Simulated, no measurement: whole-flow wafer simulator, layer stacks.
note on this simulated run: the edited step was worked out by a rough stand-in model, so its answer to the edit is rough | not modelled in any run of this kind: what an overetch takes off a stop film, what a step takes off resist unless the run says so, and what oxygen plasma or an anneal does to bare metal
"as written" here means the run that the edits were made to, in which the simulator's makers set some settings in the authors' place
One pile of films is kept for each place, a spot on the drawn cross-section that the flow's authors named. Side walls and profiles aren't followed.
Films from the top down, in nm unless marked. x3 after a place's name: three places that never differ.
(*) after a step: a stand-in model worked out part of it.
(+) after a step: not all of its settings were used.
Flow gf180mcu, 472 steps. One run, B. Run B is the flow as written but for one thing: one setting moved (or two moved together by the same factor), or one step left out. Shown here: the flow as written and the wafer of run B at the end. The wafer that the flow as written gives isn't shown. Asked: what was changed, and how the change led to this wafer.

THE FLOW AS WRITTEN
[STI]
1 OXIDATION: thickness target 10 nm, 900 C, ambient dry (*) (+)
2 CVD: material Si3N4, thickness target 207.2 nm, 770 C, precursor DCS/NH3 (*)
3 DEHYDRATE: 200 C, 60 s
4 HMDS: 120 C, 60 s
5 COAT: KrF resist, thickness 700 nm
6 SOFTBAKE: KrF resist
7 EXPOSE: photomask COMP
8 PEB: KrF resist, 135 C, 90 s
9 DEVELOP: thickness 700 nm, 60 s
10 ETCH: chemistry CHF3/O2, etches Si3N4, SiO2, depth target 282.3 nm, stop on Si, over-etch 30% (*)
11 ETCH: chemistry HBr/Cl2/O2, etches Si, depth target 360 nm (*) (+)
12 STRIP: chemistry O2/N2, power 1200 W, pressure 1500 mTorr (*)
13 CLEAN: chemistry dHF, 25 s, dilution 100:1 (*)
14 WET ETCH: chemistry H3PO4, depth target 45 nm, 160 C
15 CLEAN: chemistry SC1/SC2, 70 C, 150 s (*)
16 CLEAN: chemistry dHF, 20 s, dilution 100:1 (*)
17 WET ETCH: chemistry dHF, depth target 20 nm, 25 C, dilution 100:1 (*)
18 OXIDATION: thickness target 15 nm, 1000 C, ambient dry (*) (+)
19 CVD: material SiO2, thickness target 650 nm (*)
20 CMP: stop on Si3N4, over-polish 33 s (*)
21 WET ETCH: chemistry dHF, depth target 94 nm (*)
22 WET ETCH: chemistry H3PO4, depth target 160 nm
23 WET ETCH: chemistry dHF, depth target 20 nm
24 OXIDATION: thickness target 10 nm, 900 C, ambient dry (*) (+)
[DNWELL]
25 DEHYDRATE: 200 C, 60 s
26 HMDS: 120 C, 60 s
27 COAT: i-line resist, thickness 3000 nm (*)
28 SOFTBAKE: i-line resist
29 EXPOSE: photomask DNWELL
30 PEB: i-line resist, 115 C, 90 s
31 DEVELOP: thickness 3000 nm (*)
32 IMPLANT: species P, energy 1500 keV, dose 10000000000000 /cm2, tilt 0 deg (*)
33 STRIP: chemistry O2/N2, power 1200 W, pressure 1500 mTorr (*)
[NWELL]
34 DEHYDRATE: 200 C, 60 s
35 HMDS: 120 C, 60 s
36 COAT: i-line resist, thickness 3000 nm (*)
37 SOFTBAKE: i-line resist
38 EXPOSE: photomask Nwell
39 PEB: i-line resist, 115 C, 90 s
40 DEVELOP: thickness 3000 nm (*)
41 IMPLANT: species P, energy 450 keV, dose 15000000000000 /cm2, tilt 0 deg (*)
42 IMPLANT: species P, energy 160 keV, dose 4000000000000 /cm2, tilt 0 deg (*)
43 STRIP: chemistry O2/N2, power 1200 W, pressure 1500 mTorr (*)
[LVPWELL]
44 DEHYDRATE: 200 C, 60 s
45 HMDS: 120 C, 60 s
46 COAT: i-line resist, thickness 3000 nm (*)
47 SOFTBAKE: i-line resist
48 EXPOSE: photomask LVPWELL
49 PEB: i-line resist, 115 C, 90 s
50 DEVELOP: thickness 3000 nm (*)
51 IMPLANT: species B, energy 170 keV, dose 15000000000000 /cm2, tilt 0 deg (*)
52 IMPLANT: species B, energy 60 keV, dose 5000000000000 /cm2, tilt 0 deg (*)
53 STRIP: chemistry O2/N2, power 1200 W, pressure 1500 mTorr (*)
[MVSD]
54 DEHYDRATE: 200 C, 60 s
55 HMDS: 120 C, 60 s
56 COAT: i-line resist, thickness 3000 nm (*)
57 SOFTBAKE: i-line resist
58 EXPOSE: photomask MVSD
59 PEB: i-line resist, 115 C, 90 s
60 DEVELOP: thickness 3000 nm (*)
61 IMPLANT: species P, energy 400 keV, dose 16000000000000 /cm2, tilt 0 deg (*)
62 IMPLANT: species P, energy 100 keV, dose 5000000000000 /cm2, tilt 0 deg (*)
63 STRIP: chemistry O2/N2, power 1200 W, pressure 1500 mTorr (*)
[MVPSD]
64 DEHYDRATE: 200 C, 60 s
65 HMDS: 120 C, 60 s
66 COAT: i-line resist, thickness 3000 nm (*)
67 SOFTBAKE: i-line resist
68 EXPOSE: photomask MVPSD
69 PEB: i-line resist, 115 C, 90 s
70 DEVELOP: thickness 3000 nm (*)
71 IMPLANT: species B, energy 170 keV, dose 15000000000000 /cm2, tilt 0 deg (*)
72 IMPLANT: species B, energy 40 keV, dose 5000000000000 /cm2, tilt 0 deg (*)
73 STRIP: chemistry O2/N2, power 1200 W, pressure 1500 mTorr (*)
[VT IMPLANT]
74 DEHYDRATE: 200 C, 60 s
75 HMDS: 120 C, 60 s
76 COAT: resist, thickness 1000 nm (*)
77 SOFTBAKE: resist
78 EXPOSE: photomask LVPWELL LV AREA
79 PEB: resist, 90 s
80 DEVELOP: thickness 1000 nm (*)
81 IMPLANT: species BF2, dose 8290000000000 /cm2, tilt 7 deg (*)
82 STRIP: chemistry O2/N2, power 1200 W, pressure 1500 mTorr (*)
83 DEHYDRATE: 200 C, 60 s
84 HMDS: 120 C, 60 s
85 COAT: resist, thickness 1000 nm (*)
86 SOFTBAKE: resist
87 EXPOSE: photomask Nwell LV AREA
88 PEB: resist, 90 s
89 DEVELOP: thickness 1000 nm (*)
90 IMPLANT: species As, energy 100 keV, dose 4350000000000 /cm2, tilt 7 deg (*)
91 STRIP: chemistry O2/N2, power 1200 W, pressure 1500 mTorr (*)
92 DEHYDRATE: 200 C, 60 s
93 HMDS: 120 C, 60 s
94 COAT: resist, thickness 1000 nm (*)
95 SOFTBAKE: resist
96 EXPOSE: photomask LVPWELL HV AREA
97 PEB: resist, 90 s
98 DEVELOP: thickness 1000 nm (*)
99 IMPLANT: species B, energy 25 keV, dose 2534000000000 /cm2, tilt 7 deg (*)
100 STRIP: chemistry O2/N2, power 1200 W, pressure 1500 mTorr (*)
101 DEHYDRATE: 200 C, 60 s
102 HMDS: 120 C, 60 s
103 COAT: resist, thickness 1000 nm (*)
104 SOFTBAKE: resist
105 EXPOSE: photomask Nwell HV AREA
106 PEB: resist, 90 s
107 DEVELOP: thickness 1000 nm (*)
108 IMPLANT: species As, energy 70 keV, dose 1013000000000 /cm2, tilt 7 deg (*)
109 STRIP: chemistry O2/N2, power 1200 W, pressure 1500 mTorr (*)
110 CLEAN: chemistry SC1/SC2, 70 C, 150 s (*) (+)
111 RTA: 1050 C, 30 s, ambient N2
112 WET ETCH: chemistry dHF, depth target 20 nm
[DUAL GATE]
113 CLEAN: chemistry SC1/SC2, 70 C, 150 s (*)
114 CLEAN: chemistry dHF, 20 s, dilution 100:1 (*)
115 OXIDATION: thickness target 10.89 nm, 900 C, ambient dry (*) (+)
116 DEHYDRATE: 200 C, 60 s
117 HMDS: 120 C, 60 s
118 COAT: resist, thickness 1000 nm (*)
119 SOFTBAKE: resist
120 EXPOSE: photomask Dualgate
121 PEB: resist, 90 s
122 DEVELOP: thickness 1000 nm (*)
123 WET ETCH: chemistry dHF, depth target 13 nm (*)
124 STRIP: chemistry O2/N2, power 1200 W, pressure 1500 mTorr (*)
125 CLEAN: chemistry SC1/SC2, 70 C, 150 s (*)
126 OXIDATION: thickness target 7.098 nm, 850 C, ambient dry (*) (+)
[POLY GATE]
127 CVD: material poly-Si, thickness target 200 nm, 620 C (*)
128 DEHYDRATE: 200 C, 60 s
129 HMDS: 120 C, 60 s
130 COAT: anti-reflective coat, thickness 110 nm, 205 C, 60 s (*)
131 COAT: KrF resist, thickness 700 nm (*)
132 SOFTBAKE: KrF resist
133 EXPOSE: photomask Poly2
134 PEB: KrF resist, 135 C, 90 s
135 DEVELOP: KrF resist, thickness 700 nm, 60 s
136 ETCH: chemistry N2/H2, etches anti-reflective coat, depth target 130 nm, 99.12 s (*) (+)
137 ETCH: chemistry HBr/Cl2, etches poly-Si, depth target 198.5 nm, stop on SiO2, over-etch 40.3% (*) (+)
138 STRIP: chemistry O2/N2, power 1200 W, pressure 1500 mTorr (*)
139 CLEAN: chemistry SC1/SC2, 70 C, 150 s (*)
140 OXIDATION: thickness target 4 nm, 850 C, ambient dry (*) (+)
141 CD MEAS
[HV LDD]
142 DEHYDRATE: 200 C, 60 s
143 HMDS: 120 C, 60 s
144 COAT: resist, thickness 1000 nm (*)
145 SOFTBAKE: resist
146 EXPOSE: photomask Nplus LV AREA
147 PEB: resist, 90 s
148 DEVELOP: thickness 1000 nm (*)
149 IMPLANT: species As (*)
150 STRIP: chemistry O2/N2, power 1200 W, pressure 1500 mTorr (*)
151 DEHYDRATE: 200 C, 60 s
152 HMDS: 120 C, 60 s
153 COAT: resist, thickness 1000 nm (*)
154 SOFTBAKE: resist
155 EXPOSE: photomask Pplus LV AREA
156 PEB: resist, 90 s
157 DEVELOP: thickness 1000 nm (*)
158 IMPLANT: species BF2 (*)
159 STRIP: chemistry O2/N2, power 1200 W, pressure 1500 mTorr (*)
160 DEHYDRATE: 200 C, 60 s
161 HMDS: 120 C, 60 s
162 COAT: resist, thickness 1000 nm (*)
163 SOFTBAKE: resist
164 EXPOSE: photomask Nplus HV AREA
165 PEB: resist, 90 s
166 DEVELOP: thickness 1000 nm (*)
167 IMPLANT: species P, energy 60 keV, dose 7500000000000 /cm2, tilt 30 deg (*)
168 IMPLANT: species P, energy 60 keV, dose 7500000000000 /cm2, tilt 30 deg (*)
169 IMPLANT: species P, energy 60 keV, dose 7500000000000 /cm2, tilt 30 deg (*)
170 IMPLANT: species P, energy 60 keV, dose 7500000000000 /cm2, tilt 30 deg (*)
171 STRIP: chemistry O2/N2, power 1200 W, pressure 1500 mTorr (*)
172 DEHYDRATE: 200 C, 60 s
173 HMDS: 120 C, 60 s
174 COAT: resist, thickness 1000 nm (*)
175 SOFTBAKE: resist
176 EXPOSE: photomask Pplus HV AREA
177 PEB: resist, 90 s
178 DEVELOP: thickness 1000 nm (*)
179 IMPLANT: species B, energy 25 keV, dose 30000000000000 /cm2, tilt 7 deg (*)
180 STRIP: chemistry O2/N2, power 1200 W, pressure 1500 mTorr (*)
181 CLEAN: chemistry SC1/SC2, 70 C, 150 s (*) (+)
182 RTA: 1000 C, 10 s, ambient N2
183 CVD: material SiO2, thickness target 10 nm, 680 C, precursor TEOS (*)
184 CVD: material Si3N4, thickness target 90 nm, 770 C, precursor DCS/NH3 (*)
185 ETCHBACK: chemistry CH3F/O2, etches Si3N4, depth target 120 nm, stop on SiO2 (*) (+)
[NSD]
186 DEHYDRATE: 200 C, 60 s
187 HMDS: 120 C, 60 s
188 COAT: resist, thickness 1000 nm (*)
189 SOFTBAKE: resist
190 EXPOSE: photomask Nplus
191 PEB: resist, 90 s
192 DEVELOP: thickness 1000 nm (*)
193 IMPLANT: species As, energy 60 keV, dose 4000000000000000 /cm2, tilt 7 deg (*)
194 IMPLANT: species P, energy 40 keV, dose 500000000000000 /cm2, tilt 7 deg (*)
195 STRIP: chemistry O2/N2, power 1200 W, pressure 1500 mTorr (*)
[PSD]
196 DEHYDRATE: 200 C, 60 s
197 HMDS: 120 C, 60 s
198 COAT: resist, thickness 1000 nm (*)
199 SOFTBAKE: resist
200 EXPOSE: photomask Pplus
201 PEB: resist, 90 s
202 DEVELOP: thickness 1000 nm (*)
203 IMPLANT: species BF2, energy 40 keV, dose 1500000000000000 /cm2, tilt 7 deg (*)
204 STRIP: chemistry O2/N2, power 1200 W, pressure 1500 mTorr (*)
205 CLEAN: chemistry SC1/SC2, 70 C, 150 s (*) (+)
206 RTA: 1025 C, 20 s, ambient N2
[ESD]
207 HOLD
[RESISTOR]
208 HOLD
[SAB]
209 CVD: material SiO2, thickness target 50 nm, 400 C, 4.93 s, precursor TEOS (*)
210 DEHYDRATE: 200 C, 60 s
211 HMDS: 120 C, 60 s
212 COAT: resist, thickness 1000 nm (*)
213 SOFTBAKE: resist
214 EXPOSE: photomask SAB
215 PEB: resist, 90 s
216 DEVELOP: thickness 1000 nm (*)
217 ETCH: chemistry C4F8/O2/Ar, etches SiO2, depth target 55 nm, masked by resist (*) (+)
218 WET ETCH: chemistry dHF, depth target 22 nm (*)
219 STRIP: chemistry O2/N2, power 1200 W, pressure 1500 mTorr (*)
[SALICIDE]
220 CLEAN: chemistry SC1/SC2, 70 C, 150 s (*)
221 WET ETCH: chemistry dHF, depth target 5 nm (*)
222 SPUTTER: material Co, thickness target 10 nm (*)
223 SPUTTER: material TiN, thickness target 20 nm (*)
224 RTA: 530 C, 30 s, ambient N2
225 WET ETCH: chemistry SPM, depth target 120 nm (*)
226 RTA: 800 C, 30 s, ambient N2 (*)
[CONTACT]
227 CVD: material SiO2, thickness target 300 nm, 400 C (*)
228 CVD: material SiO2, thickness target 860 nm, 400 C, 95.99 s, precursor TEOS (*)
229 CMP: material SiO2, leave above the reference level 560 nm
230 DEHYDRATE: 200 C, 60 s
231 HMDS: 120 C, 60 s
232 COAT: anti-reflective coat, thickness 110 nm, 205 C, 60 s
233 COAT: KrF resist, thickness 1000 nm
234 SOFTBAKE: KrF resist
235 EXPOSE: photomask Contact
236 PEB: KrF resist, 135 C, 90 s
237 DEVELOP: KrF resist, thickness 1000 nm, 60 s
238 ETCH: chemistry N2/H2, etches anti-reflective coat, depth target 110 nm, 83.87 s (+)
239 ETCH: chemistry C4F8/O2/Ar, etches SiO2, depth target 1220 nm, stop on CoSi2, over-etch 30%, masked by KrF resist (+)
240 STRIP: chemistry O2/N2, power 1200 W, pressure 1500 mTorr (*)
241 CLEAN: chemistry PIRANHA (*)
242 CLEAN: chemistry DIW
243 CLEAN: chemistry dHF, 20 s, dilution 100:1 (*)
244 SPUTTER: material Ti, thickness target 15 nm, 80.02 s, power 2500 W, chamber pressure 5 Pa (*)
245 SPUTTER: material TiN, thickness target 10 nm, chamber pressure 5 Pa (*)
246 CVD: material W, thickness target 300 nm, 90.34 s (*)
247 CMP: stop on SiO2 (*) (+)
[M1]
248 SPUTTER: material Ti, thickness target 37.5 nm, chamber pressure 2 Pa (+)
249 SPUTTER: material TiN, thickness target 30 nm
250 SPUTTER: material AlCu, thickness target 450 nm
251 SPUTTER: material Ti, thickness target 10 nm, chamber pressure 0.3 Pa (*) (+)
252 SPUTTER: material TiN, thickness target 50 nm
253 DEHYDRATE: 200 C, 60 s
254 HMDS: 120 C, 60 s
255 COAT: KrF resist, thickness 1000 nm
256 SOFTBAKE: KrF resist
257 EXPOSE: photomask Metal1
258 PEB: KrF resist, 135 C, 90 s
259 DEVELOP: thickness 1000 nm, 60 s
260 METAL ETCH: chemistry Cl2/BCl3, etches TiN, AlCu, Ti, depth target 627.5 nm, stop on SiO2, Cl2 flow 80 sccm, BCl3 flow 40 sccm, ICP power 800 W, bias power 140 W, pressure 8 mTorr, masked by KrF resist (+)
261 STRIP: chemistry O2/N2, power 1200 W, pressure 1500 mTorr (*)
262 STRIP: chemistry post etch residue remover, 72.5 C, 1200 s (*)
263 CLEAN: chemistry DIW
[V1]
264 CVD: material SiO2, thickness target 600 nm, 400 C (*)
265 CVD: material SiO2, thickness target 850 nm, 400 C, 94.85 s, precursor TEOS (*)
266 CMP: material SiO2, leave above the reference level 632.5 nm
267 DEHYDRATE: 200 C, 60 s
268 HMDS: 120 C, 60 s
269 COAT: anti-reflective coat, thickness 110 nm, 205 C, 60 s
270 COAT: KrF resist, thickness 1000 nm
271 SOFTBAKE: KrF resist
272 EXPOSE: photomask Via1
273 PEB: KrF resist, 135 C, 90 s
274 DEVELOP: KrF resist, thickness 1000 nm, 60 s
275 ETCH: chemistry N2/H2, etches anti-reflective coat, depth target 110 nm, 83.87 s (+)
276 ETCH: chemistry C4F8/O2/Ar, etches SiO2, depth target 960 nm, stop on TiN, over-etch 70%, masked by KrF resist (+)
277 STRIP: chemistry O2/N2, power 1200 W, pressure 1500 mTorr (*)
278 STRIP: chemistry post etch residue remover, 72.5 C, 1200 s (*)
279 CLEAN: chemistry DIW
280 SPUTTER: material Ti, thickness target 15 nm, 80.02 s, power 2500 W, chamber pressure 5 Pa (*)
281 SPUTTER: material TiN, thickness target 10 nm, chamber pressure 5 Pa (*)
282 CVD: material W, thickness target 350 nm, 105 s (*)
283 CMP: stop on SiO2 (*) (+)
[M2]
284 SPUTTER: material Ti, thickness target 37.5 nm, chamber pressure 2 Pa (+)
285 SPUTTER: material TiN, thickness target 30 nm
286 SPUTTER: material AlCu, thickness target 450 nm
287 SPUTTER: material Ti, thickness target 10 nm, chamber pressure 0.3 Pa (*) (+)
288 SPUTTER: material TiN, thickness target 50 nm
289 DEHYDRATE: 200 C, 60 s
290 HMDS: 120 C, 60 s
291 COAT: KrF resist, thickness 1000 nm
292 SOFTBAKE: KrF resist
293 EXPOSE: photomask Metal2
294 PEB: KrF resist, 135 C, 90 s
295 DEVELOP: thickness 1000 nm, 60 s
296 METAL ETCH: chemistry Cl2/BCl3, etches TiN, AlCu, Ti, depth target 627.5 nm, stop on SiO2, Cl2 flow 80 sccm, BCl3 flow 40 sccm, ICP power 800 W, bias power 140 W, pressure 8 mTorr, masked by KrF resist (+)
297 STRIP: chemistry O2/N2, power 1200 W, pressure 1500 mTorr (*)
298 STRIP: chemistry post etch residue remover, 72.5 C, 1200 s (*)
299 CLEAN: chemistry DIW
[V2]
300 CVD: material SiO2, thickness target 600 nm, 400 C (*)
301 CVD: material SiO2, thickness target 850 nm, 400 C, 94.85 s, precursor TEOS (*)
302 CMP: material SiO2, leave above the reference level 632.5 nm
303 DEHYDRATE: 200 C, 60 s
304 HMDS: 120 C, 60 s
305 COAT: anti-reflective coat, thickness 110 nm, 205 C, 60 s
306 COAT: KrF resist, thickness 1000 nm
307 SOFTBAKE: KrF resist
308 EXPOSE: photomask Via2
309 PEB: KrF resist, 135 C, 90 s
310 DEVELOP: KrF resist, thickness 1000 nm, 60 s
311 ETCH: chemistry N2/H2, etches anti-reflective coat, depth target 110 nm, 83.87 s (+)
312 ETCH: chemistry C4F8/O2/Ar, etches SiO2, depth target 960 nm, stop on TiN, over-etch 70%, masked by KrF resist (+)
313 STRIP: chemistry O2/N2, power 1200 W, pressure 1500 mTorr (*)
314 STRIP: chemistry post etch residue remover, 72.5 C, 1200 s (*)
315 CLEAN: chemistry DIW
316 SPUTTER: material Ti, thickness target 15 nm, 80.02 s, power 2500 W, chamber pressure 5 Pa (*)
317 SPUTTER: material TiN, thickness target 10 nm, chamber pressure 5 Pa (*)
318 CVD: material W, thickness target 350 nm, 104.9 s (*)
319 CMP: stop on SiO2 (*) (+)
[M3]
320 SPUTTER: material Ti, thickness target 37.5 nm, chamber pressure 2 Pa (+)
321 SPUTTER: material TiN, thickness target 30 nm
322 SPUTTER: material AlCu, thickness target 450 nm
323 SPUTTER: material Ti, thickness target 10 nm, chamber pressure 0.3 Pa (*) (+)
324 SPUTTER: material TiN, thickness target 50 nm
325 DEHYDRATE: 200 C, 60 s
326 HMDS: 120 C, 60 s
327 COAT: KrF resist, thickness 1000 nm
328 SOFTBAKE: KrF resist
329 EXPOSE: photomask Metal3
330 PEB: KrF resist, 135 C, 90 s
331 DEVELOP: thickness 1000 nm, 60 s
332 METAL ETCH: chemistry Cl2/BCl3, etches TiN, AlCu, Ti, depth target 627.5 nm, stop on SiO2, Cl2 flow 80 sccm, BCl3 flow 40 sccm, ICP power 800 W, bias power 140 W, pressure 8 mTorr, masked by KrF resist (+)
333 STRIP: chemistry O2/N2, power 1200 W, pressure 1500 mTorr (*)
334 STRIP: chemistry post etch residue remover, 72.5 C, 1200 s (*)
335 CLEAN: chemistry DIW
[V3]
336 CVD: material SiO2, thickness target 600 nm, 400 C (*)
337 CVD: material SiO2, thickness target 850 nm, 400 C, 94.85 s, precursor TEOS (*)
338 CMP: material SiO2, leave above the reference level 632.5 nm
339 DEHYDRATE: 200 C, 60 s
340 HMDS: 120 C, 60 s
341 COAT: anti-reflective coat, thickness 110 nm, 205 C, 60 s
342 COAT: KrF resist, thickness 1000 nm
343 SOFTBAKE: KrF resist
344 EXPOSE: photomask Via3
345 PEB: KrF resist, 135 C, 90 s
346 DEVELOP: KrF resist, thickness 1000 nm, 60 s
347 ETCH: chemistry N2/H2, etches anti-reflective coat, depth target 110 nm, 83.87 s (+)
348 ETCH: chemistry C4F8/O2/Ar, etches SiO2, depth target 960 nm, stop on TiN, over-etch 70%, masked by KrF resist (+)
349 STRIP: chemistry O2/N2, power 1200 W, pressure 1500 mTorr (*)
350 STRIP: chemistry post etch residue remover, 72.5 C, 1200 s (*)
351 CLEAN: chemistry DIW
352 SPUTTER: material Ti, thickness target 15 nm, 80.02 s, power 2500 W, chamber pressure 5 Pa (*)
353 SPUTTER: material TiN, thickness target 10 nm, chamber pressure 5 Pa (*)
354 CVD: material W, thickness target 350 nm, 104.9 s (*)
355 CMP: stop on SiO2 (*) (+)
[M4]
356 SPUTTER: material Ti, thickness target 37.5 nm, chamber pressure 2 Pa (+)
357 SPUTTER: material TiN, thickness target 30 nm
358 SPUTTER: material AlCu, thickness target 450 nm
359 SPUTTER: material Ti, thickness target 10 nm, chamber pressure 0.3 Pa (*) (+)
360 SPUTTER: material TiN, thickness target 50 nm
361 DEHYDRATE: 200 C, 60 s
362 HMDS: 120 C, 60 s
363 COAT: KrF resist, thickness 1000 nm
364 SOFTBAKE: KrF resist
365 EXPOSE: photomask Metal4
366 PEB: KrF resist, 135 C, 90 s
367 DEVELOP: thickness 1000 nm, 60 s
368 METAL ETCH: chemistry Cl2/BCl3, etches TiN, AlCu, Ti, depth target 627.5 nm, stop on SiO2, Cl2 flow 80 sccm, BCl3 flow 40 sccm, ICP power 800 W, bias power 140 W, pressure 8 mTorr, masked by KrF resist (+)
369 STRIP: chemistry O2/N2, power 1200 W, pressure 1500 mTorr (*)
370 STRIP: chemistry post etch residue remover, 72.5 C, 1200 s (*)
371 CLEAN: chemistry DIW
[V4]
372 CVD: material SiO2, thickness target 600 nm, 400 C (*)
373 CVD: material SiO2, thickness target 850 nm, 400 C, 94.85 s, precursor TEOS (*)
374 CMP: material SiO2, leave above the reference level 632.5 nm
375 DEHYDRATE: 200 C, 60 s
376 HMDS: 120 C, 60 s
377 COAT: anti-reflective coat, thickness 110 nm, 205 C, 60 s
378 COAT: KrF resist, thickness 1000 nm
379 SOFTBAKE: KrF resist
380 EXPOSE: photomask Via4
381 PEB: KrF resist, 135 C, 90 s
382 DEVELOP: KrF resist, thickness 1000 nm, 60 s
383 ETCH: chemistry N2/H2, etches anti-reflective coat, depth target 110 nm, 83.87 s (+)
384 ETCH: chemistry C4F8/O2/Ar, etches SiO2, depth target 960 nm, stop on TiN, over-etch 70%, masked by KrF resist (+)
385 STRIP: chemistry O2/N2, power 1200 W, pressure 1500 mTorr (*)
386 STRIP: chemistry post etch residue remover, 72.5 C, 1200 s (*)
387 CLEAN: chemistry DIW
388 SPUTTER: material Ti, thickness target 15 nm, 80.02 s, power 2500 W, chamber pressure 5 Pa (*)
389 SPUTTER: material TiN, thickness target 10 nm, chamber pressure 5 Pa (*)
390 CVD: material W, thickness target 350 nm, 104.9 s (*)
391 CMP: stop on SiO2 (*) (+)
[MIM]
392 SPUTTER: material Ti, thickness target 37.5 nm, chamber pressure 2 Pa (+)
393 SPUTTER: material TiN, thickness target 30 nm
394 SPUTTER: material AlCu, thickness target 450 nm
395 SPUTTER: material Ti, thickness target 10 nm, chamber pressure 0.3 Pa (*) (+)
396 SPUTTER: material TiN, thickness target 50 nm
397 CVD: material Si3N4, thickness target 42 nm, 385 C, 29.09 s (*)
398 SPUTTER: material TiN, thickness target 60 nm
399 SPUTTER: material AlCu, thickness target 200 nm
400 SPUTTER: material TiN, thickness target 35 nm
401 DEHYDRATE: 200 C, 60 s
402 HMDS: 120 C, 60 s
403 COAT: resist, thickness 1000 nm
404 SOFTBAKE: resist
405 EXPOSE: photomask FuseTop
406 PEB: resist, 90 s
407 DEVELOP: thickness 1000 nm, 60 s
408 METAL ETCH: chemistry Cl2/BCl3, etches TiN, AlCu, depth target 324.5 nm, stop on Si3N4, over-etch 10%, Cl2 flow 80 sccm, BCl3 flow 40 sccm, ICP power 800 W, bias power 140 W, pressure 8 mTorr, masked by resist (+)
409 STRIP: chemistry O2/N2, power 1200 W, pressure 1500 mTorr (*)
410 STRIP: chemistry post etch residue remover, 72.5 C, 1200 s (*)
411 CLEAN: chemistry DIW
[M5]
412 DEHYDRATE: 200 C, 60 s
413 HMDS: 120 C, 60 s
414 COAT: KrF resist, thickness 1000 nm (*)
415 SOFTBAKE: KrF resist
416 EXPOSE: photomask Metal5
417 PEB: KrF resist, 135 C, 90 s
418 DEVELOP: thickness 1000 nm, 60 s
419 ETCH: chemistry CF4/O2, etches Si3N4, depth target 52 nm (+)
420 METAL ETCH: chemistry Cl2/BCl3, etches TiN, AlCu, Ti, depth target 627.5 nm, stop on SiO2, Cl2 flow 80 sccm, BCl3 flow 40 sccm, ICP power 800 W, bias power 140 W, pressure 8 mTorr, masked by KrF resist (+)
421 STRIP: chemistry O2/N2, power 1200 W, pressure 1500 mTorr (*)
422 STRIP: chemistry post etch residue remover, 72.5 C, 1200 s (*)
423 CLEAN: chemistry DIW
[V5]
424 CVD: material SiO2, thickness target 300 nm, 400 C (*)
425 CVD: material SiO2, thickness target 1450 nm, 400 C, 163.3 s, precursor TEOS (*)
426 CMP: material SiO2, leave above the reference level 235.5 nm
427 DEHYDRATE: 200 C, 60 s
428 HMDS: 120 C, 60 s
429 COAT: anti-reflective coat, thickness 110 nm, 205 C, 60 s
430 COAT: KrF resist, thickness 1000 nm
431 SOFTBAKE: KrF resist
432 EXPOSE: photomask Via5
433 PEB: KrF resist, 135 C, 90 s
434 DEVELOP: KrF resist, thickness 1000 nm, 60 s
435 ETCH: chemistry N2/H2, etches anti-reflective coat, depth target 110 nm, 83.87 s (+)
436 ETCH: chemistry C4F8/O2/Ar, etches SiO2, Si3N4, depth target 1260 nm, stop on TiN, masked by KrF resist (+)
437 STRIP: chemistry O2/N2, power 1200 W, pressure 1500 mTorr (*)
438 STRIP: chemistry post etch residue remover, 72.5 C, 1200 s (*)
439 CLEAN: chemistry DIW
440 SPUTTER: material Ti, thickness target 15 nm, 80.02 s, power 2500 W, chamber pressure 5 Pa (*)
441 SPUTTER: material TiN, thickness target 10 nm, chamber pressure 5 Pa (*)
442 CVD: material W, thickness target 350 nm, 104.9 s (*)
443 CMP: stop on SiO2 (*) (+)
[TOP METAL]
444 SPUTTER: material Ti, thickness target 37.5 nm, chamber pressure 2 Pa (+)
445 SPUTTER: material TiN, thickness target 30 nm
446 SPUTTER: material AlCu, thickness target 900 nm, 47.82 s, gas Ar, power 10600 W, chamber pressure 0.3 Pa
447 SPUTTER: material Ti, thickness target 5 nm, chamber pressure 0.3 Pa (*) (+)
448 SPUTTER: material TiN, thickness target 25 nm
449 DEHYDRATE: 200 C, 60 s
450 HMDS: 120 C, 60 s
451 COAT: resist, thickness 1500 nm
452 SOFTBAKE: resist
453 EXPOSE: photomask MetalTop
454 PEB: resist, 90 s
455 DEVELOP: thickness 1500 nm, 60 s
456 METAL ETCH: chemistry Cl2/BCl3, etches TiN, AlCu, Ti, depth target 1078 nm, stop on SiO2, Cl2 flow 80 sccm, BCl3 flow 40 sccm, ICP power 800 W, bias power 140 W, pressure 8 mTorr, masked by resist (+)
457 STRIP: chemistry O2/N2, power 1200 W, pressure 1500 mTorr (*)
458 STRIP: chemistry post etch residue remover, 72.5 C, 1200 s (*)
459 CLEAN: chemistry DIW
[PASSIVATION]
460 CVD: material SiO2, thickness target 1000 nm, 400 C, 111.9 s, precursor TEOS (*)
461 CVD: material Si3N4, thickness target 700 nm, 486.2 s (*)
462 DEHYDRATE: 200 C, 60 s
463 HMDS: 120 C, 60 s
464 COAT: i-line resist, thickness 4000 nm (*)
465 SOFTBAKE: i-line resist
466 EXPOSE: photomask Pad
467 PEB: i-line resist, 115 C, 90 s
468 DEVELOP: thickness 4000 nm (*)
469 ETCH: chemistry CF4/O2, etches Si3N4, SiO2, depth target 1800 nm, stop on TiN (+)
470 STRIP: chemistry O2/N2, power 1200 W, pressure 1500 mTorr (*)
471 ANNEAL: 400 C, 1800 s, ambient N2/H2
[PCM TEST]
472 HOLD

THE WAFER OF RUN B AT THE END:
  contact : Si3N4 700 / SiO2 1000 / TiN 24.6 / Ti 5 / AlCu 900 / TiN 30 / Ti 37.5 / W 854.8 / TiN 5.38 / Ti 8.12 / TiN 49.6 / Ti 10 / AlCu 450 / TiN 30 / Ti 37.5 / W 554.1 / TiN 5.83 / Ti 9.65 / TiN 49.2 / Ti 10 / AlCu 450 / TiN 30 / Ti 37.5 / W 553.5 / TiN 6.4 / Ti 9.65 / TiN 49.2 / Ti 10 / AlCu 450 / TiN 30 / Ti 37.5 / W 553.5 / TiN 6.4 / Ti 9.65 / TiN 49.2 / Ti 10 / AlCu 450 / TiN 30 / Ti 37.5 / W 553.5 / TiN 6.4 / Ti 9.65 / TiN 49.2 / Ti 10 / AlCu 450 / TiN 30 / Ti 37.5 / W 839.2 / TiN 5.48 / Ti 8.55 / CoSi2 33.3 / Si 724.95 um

The cause: step 389, SPUTTER: chamber pressure 3.2 Pa was run, where the flow has chamber pressure 5 Pa.

How the change led to this, step by step:
  389 SPUTTER: material TiN, thickness target 10 nm, chamber pressure 5 Pa (*)
      contact: TiN +5.83 (new film) (as written it would be: TiN +6.4 (new film))
